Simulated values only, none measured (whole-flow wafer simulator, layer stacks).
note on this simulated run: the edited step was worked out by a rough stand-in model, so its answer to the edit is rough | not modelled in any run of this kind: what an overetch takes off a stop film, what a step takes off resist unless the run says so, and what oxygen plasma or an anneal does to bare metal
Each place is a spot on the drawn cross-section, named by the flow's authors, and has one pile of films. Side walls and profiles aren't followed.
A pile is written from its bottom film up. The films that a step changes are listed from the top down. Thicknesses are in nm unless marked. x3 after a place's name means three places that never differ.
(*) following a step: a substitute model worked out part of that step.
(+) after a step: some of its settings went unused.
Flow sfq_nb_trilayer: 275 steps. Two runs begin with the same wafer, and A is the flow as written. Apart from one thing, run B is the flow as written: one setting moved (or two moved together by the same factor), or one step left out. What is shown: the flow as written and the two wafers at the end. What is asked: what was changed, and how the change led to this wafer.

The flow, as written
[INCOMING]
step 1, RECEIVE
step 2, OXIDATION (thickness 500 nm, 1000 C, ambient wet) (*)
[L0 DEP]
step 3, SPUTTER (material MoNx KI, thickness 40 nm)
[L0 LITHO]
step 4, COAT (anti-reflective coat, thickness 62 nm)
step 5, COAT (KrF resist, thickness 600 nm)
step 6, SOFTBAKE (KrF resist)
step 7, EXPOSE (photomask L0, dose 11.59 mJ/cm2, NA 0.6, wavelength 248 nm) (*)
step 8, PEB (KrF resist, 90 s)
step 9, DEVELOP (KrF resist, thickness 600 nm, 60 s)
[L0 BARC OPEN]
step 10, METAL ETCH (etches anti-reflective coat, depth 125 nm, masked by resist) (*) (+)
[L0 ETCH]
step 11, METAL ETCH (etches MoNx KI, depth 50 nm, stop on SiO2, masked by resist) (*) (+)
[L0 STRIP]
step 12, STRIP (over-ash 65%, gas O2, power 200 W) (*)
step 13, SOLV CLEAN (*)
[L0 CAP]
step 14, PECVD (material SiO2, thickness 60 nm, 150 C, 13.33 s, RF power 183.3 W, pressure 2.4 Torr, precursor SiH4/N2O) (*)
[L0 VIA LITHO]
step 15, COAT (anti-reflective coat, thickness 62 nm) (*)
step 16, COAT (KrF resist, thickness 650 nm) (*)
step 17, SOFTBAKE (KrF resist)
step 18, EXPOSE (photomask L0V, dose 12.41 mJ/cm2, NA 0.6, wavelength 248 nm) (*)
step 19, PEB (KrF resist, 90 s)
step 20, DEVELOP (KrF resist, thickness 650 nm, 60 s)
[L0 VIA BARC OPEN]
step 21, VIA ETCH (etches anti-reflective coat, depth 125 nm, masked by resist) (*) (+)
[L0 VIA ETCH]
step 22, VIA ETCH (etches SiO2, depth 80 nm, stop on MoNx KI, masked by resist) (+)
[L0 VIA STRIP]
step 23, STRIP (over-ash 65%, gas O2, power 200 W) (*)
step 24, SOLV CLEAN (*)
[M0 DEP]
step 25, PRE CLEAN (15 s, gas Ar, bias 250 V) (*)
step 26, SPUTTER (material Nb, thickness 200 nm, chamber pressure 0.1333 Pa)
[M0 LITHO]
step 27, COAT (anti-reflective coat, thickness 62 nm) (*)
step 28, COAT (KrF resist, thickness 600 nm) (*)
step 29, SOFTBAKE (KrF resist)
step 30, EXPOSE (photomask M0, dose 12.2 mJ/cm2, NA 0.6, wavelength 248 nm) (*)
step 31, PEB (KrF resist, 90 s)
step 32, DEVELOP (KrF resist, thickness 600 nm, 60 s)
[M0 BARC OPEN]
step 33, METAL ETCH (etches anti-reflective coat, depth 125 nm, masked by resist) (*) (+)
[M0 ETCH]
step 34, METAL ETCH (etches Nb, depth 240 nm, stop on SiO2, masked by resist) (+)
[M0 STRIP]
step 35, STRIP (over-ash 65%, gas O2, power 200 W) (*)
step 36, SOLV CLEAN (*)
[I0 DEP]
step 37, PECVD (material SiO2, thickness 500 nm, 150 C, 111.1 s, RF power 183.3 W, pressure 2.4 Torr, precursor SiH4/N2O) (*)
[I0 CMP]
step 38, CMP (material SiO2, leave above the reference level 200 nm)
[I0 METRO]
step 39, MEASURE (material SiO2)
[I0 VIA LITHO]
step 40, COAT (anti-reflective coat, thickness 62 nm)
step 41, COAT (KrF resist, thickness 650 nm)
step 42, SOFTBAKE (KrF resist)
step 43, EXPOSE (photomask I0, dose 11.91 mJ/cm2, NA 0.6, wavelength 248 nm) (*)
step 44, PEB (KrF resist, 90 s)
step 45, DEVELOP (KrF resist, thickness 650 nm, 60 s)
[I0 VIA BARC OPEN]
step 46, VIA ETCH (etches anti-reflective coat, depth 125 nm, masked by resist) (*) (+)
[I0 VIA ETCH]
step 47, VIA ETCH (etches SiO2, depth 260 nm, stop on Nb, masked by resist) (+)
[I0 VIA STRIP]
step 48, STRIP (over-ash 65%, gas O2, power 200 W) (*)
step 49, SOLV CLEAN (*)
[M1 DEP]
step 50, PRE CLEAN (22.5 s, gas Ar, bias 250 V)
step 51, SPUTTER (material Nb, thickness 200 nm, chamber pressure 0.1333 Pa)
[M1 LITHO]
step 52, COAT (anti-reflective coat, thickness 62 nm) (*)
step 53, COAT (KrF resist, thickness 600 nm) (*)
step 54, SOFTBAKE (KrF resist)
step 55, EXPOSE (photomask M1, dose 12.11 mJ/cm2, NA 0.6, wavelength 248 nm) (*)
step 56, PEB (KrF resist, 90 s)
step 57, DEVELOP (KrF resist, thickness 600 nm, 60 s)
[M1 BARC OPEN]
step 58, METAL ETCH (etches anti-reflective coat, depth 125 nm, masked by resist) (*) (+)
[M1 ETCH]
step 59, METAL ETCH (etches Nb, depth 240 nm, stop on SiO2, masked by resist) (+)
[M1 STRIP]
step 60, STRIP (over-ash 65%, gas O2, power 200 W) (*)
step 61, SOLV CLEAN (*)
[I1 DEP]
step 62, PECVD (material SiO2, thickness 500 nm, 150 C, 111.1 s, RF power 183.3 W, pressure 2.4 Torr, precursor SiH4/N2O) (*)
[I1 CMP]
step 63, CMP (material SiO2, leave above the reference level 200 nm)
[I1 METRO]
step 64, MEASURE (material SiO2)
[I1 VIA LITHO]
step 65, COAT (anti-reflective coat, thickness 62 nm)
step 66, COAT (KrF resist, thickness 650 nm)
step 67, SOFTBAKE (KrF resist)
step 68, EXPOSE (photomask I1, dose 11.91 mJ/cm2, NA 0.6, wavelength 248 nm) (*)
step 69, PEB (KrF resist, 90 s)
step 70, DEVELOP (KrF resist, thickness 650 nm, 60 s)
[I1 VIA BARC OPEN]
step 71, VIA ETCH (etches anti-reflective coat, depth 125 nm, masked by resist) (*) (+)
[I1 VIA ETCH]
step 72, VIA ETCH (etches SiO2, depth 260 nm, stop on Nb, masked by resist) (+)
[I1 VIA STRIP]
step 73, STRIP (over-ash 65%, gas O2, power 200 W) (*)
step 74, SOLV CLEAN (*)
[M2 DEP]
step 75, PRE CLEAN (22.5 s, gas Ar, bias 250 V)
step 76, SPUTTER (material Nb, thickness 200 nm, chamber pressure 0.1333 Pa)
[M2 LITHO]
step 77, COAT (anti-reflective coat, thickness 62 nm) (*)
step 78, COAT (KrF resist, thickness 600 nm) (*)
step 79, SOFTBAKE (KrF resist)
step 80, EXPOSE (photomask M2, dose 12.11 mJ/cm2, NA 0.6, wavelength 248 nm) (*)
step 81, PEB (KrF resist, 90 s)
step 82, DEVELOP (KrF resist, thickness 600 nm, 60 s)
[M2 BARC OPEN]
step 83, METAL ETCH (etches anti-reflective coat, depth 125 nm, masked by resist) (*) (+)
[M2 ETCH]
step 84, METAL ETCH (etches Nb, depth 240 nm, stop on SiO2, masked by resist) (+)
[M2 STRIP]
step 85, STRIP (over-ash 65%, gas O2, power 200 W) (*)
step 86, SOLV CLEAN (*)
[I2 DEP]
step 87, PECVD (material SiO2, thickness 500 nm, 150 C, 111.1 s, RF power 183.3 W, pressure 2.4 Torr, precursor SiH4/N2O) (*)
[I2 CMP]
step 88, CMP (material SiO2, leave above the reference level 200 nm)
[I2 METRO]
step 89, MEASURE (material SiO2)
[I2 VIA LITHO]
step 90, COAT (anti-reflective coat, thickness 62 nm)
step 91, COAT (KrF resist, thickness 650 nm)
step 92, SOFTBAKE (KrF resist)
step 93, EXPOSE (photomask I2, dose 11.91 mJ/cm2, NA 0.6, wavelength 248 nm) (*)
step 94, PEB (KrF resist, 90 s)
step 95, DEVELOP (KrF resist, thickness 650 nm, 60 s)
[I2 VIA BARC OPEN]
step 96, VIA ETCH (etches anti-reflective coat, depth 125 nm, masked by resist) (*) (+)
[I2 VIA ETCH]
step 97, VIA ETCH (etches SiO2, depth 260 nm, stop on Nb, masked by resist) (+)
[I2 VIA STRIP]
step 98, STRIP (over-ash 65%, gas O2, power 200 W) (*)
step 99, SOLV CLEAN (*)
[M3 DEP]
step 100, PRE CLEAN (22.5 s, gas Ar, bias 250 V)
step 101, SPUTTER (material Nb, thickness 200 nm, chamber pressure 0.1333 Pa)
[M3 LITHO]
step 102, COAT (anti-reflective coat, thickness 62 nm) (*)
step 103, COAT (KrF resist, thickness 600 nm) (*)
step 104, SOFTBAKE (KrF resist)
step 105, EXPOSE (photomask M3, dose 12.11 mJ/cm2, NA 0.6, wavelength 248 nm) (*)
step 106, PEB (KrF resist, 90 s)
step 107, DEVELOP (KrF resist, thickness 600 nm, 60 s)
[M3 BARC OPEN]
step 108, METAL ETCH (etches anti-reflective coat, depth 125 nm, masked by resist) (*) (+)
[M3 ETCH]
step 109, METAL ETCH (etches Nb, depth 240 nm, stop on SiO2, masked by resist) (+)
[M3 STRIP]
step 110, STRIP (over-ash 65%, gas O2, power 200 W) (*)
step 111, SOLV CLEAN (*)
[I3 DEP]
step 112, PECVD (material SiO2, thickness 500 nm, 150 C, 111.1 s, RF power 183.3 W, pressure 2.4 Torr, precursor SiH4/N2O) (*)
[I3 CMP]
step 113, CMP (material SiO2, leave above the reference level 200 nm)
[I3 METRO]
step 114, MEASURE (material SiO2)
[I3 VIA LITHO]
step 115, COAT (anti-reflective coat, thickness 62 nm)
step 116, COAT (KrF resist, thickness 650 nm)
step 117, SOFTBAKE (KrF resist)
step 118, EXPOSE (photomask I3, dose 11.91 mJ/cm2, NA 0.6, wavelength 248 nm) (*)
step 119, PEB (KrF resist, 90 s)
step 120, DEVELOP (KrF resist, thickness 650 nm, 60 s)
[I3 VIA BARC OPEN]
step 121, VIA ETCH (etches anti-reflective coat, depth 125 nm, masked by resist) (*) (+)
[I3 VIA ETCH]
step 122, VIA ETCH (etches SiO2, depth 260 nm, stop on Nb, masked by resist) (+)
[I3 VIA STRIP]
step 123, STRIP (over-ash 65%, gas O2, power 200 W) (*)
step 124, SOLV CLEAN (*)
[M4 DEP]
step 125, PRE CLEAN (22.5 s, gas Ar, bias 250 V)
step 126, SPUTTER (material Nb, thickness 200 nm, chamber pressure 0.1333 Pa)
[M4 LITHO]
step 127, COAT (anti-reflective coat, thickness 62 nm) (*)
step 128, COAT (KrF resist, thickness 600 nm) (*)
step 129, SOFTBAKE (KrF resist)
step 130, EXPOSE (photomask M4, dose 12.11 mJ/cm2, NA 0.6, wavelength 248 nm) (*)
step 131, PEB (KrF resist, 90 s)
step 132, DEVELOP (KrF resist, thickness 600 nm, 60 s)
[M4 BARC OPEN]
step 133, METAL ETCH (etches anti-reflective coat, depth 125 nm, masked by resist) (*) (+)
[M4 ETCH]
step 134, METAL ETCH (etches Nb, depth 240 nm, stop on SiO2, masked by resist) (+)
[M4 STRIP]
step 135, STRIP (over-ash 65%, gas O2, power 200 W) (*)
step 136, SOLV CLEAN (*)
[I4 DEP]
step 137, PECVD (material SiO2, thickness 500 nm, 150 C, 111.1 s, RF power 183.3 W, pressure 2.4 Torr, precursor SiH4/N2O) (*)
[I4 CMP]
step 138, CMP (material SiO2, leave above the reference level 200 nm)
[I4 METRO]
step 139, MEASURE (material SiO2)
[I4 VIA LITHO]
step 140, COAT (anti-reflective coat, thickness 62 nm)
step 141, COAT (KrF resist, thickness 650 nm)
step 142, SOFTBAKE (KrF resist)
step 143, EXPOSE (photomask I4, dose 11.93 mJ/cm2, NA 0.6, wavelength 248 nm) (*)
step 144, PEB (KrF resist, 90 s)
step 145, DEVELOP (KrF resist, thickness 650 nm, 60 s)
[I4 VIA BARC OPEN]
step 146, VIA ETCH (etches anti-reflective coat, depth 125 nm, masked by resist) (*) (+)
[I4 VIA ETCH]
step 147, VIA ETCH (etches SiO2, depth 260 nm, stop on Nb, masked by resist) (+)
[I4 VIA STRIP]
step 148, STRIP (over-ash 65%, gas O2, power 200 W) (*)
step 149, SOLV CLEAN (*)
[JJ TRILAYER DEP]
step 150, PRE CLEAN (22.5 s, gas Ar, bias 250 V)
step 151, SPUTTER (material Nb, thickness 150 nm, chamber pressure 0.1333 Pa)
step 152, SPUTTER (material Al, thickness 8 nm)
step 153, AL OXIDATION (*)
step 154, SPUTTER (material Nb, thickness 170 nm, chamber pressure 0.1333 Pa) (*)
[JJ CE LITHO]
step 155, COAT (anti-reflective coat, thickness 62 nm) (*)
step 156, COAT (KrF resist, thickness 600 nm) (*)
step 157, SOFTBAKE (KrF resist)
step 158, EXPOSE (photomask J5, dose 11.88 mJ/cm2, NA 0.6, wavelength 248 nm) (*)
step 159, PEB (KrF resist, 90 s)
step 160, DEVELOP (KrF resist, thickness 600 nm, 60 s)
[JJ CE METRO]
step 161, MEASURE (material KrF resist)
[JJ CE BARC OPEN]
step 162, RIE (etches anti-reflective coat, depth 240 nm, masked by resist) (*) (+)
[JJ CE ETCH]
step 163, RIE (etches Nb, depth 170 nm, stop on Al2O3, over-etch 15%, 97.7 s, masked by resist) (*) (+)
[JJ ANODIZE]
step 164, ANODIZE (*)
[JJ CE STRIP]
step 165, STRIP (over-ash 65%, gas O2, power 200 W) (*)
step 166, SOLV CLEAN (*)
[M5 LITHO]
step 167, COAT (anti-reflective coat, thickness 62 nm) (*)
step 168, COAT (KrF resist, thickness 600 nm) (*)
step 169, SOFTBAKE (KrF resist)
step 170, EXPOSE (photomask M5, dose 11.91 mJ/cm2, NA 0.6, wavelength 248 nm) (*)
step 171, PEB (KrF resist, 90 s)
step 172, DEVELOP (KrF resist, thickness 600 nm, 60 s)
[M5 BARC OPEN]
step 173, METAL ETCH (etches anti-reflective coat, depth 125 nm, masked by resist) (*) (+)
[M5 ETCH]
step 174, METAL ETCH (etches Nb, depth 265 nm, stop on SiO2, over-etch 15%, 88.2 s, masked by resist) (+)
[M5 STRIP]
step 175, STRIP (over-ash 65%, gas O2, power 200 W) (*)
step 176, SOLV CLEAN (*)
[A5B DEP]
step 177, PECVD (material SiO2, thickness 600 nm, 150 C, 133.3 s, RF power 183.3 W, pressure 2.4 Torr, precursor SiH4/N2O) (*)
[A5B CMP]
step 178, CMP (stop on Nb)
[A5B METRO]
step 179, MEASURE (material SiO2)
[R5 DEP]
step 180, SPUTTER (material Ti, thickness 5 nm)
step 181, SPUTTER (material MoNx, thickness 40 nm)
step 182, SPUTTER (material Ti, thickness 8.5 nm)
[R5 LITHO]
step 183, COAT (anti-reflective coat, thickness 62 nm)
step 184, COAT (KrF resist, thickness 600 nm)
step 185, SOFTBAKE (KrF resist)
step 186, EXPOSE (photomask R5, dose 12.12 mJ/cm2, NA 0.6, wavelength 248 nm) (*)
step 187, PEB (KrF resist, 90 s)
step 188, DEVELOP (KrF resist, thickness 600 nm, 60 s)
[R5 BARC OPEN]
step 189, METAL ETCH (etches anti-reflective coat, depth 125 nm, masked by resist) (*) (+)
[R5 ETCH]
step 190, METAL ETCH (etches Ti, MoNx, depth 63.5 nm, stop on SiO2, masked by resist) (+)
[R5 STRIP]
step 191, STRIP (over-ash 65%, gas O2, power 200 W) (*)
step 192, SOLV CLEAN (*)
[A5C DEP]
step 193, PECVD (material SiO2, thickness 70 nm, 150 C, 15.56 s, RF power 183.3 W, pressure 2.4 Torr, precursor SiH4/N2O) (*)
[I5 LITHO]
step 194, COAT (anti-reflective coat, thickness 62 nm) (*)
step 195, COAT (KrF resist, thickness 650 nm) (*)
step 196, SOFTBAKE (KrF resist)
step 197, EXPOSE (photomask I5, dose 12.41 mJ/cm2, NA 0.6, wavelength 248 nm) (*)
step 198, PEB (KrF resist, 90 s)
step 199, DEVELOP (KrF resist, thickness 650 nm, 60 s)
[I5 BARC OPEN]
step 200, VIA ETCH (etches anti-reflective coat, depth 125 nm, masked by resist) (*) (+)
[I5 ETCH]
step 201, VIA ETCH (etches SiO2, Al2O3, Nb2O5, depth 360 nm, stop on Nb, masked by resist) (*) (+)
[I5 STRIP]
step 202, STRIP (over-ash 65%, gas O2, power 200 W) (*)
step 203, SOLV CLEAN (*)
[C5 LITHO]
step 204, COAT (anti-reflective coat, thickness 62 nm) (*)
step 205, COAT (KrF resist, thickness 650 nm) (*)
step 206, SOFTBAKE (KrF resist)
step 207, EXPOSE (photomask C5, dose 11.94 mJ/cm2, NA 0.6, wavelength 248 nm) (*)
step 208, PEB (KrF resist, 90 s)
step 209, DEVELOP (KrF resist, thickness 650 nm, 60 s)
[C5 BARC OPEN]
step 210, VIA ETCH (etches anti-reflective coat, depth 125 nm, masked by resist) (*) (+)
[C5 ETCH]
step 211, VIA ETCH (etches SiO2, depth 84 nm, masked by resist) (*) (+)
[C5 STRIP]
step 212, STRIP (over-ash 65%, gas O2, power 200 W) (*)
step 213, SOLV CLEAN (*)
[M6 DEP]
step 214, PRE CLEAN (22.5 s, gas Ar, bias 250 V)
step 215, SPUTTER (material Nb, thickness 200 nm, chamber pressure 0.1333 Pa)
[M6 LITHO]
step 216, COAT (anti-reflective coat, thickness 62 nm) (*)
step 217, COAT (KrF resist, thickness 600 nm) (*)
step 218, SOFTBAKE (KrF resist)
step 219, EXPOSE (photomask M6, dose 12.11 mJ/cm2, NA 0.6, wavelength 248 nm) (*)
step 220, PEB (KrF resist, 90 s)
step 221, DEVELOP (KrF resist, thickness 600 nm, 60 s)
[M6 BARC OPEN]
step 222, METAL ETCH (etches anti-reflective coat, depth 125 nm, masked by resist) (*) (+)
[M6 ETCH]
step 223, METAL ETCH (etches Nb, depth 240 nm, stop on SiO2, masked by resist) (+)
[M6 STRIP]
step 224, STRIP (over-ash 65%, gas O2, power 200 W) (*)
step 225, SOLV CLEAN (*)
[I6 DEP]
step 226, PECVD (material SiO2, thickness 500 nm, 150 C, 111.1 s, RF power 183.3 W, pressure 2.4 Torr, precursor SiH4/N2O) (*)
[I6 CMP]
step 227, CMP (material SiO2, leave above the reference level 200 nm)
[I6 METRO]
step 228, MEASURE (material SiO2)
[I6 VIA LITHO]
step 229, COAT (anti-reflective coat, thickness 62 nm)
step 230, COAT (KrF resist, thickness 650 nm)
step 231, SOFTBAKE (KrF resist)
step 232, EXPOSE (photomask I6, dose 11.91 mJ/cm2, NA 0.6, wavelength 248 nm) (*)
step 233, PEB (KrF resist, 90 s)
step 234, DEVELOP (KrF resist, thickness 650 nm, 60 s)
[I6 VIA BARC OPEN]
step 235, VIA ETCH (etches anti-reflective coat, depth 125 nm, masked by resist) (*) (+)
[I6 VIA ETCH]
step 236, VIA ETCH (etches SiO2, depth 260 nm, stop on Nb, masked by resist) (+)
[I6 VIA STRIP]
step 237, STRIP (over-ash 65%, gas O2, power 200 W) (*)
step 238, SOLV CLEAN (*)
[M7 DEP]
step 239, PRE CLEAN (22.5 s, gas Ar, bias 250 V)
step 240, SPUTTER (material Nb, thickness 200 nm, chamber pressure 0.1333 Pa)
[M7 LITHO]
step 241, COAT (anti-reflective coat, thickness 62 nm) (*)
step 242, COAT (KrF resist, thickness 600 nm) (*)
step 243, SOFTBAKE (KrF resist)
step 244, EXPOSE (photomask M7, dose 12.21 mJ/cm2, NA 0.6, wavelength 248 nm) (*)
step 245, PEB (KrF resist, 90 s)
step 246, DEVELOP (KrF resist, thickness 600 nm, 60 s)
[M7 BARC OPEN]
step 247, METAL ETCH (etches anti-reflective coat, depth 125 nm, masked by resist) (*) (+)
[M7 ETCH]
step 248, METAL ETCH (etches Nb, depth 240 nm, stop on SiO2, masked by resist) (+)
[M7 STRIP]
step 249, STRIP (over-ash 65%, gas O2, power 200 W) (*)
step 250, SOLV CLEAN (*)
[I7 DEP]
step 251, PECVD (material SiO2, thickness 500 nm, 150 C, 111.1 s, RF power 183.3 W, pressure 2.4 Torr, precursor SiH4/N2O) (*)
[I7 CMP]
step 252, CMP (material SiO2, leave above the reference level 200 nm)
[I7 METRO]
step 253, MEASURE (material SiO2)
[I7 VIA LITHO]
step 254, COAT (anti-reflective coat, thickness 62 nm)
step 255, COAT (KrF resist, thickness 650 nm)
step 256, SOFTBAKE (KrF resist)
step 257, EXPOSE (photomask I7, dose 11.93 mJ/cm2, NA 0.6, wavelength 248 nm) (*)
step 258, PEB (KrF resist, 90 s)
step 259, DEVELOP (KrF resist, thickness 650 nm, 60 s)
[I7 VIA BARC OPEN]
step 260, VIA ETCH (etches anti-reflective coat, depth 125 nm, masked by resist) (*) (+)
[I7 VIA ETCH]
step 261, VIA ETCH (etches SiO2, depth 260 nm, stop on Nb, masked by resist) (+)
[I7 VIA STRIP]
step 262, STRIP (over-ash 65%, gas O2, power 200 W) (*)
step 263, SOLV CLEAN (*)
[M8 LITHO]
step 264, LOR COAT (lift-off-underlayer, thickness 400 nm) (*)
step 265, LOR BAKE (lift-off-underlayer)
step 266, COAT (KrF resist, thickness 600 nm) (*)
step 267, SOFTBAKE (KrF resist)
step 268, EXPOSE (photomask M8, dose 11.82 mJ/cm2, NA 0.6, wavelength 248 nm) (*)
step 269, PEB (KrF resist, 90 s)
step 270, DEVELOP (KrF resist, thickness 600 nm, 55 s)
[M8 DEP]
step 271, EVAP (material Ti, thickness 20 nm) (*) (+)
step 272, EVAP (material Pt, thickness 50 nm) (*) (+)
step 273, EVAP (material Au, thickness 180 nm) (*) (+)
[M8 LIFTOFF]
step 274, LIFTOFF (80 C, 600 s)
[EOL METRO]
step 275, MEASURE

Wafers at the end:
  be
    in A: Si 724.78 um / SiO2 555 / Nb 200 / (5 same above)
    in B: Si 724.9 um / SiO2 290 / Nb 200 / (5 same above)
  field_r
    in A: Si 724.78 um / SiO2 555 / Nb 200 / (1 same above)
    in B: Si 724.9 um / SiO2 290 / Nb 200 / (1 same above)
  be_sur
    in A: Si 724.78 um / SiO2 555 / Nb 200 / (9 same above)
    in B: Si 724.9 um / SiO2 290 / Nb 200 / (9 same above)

The reason: step 2, OXIDATION: thickness 235 nm was run, though the flow has thickness 500 nm.

How this came from the change, step by step:
  step 2, OXIDATION (thickness 500 nm, 1000 C, ambient wet) (*)
      field_l, v_sur, via_wl and 103 more: A SiO2 gains 500 (new film), chemical SiO2 loses 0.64 (all of it), Si loses 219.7 | B SiO2 gains 235 (new film), chemical SiO2 loses 0.64 (all of it), Si loses 103.1
